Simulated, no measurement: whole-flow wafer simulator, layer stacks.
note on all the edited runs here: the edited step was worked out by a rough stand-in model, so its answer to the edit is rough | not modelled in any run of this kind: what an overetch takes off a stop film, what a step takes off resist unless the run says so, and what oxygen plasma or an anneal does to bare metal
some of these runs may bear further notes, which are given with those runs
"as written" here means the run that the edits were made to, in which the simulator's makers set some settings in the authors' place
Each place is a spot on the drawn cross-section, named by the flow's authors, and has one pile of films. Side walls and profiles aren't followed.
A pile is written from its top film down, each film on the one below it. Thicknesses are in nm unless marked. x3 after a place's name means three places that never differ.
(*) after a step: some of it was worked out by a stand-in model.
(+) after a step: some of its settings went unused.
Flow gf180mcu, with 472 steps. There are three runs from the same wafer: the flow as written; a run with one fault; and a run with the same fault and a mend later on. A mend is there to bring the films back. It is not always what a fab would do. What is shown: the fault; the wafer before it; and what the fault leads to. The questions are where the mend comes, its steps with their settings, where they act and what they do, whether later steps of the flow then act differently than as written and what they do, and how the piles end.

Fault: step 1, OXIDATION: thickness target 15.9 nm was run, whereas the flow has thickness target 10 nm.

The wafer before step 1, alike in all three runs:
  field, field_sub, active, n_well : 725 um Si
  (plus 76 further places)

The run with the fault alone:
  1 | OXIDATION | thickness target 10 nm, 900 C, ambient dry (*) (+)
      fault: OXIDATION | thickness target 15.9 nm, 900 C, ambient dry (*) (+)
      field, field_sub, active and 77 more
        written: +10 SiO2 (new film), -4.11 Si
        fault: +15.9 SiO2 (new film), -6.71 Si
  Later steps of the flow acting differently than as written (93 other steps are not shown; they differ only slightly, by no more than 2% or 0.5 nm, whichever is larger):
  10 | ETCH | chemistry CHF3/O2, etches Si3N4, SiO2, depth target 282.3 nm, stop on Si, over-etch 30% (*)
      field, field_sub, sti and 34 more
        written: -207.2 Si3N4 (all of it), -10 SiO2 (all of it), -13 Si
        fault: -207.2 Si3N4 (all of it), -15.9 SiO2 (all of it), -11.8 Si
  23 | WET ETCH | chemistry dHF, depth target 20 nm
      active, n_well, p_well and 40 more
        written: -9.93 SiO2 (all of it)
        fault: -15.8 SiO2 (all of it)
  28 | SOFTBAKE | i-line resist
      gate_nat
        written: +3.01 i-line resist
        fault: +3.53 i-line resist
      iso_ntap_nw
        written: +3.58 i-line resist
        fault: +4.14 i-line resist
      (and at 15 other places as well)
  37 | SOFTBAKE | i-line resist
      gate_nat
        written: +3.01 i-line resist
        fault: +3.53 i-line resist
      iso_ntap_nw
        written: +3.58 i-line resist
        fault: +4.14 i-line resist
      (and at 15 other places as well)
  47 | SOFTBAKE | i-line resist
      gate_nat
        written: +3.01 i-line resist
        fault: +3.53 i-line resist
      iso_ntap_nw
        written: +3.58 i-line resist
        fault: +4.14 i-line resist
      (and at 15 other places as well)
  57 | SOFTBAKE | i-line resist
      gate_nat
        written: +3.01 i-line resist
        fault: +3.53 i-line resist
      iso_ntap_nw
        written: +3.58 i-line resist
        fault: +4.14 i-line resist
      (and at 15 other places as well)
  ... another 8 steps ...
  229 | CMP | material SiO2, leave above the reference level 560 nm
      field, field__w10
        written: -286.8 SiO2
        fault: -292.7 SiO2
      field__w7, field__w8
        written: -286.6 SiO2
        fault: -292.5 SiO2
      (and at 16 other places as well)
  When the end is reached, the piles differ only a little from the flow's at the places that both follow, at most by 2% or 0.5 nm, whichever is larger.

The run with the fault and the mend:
  The mend follows step 1.
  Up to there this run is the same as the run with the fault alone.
  1a | WET ETCH | chemistry dHF, depth target 5.9 nm, 25 C, dilution 100:1
      field, field_sub, active and 77 more
        -5.9 SiO2
  Later steps of the flow that are run all act as written at every place that is followed.
  When the end is reached, the piles differ only a little from the flow's at the places that both follow, at most by 2% or 0.5 nm, whichever is larger.
